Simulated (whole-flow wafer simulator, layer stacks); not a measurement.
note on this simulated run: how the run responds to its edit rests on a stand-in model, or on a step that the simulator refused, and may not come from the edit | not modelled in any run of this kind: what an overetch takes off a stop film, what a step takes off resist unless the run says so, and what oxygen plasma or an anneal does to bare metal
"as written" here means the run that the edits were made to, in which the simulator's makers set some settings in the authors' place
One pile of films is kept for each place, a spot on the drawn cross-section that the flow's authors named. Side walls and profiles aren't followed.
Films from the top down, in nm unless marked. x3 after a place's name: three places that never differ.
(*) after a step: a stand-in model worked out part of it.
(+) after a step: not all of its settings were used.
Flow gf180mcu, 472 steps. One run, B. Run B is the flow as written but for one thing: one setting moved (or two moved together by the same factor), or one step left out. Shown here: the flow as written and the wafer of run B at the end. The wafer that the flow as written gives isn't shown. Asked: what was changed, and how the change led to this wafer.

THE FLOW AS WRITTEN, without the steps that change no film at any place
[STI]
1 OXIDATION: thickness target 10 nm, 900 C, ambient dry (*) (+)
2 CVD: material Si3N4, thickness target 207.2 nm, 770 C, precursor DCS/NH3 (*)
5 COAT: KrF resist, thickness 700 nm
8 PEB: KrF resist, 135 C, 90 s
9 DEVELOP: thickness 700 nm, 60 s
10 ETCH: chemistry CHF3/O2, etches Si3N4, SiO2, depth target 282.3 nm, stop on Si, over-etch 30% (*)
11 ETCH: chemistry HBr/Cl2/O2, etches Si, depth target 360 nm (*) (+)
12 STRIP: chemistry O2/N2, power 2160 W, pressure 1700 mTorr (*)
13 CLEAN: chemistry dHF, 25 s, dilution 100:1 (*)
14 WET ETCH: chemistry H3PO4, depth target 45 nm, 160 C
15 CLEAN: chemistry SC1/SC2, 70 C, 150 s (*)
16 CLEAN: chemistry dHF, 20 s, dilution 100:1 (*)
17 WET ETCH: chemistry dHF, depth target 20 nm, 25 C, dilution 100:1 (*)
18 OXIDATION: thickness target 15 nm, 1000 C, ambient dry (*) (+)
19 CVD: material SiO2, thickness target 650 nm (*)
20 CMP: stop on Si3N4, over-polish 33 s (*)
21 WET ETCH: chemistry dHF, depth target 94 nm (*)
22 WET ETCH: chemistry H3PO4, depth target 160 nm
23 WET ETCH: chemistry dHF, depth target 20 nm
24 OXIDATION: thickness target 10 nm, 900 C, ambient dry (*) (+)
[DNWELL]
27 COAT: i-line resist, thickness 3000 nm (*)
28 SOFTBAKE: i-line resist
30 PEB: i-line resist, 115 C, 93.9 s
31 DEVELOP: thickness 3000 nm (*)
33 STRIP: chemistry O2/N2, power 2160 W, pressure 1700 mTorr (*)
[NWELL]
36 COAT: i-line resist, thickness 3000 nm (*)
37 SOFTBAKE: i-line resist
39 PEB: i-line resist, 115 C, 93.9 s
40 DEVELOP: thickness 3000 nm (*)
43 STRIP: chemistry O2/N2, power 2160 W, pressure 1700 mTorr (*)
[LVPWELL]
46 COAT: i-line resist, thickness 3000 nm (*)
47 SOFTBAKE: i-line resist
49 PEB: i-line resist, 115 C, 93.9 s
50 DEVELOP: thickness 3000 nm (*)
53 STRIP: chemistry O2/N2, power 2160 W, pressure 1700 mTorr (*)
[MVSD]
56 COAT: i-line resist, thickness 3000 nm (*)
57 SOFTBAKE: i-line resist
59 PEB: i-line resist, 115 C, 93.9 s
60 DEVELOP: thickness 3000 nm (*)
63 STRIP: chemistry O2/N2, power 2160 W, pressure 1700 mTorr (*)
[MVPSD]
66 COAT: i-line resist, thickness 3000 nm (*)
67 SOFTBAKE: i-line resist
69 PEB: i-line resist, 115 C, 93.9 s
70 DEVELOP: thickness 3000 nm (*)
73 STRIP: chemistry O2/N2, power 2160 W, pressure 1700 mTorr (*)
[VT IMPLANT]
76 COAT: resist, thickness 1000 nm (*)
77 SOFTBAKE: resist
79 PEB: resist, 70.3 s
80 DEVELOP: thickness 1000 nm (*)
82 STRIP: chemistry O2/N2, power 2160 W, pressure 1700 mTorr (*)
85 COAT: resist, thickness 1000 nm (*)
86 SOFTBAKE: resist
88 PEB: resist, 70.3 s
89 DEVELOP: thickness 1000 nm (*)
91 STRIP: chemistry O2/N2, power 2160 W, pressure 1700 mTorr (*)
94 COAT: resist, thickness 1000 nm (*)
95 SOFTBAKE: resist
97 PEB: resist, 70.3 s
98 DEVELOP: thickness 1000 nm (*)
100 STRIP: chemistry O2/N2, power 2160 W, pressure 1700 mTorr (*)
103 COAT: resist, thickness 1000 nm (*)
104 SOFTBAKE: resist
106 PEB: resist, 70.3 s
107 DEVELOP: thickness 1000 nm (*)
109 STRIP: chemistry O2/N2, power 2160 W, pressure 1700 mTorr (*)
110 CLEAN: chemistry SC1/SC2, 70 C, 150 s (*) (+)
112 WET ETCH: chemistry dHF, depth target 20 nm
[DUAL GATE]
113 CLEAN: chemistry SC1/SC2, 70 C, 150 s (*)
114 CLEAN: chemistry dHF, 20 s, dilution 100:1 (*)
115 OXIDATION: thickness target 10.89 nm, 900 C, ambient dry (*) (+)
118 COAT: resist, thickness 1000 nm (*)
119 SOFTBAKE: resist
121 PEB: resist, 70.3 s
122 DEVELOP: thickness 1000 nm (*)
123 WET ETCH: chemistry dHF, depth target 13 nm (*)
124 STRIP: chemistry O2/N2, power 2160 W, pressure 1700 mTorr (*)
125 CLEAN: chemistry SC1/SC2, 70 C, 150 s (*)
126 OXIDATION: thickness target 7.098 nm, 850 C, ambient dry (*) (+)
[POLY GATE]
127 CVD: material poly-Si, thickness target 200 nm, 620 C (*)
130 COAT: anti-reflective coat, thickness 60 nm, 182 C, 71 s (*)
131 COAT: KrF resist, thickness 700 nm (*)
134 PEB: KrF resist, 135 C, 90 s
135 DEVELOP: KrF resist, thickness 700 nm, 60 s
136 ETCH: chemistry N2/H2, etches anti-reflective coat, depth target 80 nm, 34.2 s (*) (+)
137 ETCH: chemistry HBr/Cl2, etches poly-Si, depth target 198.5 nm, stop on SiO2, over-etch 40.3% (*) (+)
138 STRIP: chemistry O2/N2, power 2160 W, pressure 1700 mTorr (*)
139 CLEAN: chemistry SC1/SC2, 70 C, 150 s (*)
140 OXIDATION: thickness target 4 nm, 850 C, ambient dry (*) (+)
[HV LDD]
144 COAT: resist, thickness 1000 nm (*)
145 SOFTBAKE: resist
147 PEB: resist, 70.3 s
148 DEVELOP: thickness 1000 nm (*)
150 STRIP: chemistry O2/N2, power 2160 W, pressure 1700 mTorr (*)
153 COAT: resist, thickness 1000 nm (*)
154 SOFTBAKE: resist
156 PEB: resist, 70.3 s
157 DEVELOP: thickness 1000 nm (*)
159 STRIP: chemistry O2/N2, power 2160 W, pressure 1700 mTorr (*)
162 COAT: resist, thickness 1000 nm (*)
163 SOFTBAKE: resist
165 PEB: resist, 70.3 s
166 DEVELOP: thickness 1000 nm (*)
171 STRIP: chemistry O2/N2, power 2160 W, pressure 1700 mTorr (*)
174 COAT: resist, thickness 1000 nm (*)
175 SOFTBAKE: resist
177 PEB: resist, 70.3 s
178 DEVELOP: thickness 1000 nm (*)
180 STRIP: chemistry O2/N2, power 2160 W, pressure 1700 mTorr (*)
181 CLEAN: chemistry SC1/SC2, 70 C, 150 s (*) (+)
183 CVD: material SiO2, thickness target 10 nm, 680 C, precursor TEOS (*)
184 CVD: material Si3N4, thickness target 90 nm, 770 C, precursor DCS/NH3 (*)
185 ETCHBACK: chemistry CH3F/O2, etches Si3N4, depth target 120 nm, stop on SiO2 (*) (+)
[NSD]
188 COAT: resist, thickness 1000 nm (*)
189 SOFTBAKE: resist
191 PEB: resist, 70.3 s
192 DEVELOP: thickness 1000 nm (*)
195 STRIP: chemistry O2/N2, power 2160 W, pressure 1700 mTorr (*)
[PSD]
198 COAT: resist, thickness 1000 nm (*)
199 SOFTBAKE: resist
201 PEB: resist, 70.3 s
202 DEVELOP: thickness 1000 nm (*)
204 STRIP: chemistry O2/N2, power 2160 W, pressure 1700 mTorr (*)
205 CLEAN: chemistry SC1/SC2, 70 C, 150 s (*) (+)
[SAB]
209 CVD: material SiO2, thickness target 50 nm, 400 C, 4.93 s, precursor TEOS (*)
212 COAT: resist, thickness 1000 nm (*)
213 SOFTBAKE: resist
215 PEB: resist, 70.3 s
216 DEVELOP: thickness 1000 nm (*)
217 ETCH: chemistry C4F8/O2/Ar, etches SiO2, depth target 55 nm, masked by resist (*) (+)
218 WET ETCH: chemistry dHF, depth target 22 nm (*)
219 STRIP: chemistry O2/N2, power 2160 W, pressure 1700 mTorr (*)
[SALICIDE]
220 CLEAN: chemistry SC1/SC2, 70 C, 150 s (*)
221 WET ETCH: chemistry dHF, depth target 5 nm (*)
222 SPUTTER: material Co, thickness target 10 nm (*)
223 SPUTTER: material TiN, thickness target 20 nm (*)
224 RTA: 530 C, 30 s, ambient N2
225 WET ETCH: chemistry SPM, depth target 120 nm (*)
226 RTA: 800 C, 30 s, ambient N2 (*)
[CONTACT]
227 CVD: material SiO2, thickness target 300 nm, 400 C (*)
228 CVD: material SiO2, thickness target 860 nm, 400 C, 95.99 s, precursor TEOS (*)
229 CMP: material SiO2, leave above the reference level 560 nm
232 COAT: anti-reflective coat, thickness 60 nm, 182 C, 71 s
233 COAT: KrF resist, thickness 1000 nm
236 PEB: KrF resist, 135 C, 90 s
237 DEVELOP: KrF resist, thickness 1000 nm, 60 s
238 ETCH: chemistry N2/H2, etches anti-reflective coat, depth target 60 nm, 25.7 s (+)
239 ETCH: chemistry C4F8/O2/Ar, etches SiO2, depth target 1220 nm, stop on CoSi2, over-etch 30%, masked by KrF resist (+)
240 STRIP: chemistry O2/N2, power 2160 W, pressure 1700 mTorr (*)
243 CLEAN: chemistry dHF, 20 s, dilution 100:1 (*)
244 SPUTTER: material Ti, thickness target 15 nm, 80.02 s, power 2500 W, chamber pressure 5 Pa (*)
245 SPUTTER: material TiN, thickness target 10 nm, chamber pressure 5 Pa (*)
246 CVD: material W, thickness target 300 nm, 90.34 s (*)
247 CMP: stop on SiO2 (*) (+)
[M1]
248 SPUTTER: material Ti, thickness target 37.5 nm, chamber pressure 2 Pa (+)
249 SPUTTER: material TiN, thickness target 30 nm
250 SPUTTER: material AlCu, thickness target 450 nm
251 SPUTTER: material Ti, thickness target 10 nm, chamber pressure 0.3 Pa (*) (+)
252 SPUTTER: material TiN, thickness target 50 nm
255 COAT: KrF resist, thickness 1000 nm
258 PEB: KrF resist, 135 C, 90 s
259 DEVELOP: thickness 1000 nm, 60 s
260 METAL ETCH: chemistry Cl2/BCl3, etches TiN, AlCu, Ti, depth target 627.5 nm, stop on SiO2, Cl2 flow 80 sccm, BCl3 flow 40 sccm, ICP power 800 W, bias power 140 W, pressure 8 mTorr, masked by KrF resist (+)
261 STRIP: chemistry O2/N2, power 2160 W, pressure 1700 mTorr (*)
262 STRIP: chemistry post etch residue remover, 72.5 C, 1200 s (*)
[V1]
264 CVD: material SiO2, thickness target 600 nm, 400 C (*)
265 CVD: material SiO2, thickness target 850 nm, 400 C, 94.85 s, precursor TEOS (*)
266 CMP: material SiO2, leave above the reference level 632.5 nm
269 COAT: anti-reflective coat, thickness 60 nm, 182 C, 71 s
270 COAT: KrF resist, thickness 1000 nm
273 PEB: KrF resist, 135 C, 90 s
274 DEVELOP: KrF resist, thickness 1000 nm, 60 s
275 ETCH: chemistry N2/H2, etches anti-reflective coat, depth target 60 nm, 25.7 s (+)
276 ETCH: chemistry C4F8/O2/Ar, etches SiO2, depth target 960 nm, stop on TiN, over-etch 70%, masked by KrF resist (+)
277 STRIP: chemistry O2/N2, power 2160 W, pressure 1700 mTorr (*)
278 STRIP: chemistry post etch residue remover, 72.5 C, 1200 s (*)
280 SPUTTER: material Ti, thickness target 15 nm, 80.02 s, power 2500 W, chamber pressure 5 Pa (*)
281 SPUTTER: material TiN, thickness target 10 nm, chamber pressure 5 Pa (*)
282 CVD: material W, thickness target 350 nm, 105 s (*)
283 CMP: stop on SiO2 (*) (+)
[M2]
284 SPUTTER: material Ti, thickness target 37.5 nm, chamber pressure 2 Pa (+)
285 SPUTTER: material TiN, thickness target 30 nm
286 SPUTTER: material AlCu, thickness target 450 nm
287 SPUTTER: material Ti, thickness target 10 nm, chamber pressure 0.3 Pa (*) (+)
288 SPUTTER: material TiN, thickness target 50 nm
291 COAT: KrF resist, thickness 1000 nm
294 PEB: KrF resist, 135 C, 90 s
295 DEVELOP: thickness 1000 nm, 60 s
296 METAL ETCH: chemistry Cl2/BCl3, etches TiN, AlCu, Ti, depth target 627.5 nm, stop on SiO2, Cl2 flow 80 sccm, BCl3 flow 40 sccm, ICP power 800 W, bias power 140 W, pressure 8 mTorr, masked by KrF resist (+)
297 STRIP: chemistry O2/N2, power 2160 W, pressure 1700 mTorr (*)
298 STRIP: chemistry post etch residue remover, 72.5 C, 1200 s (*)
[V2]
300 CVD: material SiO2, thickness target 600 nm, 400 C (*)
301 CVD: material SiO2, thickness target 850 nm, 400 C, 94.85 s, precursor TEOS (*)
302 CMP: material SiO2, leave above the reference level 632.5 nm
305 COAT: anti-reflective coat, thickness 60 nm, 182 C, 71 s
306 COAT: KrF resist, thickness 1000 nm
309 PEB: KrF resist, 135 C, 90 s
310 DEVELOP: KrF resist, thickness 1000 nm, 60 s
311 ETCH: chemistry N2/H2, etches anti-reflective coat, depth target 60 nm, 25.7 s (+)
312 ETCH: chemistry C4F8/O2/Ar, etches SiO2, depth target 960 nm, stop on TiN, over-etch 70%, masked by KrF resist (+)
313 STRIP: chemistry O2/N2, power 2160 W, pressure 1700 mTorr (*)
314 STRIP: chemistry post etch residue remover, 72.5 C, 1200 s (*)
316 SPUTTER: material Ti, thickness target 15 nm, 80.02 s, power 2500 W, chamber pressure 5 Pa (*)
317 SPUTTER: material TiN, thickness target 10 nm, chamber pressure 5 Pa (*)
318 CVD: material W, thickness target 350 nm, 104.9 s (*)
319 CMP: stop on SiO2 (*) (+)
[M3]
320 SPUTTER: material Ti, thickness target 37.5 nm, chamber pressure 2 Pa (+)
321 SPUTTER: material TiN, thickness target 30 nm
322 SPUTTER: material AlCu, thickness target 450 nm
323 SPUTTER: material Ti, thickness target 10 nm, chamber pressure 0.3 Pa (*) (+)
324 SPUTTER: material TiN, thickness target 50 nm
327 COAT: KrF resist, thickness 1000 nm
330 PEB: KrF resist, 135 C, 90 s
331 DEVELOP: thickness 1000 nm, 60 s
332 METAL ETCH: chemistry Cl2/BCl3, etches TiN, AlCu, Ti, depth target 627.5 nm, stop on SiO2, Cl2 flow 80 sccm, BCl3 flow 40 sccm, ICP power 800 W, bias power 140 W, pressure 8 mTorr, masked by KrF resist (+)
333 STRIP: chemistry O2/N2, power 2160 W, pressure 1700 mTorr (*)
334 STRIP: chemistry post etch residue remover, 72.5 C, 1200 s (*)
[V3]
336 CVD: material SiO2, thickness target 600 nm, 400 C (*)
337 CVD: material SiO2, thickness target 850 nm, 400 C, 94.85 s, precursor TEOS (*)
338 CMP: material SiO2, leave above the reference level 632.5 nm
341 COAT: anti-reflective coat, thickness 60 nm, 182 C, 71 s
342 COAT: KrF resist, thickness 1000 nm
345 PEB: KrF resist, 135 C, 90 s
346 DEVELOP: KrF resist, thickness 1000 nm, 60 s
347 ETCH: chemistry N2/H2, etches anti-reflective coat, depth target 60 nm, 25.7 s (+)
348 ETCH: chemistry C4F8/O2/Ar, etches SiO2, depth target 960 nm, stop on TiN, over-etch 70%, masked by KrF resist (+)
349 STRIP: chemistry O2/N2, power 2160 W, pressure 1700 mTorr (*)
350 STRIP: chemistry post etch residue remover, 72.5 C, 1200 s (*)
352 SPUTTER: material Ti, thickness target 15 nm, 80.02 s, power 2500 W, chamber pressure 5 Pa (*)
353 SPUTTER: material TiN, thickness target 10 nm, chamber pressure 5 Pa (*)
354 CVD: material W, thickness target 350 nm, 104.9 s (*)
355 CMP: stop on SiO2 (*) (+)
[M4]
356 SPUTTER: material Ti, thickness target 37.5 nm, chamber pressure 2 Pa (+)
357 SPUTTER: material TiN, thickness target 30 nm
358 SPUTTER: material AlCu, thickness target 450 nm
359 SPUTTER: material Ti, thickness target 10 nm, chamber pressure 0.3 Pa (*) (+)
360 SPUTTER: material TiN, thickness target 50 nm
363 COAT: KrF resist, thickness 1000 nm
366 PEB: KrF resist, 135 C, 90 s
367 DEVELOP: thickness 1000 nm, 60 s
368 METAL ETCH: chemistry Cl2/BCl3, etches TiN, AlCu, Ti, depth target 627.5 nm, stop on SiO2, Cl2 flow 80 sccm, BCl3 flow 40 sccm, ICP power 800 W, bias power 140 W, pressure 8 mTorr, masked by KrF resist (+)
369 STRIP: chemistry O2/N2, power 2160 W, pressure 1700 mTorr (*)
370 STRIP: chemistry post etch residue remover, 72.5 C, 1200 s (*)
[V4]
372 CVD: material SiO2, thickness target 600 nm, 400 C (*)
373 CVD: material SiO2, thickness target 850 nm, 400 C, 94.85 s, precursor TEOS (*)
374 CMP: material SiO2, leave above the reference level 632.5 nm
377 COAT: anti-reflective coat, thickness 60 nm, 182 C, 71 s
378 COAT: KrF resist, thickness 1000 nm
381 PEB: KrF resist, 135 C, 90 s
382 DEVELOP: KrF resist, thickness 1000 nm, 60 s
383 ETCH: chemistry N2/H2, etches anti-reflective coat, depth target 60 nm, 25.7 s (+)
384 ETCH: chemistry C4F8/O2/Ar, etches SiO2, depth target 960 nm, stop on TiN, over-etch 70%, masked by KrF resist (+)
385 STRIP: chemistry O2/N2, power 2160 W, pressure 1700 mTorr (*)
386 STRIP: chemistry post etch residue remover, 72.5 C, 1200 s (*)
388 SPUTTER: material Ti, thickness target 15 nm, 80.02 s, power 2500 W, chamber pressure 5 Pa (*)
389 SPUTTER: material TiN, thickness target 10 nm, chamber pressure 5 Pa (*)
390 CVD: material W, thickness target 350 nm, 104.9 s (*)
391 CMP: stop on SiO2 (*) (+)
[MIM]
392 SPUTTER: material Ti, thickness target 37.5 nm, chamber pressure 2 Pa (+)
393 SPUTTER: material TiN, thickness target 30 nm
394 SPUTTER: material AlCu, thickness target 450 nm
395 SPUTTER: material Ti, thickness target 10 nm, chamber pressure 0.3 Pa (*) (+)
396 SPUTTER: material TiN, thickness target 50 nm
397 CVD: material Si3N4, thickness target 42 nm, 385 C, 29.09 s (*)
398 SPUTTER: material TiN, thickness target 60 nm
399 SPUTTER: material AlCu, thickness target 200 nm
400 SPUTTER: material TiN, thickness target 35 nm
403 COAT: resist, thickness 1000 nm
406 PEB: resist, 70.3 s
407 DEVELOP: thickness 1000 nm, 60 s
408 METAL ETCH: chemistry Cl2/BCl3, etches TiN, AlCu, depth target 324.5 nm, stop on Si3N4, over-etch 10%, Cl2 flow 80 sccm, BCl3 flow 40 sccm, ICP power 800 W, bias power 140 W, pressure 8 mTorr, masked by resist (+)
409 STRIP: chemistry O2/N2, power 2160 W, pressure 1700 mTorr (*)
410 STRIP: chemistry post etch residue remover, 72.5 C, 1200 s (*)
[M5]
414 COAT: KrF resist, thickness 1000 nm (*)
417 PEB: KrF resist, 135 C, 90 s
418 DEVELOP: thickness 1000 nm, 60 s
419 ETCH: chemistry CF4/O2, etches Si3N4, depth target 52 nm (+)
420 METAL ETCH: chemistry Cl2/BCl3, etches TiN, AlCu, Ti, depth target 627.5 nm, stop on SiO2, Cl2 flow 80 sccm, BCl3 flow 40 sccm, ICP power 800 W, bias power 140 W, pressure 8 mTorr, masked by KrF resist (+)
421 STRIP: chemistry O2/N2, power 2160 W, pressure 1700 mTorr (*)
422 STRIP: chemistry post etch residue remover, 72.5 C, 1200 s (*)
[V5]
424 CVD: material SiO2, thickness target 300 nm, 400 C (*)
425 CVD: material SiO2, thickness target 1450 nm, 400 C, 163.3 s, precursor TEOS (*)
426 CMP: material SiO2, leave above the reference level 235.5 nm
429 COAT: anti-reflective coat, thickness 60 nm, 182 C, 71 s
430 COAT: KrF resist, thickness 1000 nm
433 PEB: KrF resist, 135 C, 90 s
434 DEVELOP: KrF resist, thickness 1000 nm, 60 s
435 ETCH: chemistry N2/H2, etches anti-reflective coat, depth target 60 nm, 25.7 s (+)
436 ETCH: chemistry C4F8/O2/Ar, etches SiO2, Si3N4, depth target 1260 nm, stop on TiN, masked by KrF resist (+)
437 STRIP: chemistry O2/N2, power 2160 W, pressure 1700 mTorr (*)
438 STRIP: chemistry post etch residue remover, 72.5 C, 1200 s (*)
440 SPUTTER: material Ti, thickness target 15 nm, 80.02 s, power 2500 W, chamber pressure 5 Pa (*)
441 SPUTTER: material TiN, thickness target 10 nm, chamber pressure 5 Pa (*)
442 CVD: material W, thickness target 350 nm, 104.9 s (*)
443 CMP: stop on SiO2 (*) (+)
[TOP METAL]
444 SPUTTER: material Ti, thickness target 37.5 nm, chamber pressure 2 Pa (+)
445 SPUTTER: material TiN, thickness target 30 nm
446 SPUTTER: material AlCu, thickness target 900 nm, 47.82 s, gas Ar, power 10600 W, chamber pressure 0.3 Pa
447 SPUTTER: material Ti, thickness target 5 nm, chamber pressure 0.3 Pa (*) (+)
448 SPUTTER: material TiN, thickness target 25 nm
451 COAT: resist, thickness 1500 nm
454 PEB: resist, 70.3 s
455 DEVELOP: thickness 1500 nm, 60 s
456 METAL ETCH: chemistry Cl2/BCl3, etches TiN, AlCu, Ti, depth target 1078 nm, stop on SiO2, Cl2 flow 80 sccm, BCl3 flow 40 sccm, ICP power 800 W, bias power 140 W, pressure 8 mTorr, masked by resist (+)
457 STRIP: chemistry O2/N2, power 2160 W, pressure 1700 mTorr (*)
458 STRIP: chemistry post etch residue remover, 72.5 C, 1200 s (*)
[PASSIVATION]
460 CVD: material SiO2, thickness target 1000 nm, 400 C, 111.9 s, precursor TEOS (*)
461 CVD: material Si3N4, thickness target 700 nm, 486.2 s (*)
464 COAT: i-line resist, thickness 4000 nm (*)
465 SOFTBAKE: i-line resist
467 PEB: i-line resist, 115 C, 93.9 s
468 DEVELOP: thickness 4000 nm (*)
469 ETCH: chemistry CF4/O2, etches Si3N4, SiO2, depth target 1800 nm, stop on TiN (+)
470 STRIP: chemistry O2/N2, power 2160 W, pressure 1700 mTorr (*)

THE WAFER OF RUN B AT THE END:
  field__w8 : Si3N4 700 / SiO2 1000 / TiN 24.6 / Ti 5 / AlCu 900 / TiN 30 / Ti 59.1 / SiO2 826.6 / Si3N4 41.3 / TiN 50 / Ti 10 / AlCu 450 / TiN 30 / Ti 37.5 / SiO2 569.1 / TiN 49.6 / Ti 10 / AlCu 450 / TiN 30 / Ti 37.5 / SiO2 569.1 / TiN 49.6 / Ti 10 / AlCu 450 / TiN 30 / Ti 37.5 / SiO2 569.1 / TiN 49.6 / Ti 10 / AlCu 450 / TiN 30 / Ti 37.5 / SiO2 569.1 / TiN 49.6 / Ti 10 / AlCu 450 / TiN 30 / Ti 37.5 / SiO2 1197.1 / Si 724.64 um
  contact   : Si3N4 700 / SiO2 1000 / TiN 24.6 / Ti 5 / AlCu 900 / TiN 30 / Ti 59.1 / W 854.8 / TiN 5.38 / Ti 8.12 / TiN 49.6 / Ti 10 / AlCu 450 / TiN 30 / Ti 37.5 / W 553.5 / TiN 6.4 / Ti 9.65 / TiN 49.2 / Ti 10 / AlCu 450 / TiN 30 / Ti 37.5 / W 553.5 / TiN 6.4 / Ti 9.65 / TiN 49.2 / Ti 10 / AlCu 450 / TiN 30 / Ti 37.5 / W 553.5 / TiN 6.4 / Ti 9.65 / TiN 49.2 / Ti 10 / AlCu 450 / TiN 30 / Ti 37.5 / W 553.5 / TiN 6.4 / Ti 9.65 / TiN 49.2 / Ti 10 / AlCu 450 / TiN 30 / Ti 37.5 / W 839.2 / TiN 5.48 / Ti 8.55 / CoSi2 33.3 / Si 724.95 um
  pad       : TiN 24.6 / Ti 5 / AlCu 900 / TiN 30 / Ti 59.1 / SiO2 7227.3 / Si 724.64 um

The cause: step 444, SPUTTER: thickness target 59.1 nm was run, where the flow has thickness target 37.5 nm.
It can be read off the wafer: field__w8 has Ti 59.1, and step 444 as written asks for 37.5 nm.

How the change led to this, step by step:
  444 SPUTTER: material Ti, thickness target 37.5 nm, chamber pressure 2 Pa (+)
      field, field__w1, field__w2 and 109 more: Ti +59.1 (new film) (as written it would be: Ti +37.5 (new film))
  456 METAL ETCH: chemistry Cl2/BCl3, etches TiN, AlCu, Ti, depth target 1078 nm, stop on SiO2, Cl2 flow 80 sccm, BCl3 flow 40 sccm, ICP power 800 W, bias power 140 W, pressure 8 mTorr, masked by resist (+)
      field, field__w1, field__w2 and 103 more: TiN -25 (all of it), Ti -5 (all of it), AlCu -900 (all of it), TiN -30 (all of it), Ti -59.1 (all of it) (as written it would be: TiN -25 (all of it), Ti -5 (all of it), AlCu -900 (all of it), TiN -30 (all of it), Ti -37.5 (all of it))
  465 SOFTBAKE: i-line resist
      gate: i-line resist -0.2 (as written it would be: i-line resist +1.79)
      ld_acc_p, ld_fp_p, ld_drift_p: i-line resist +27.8 (as written it would be: i-line resist +33.8)
      (and at 62 more places)
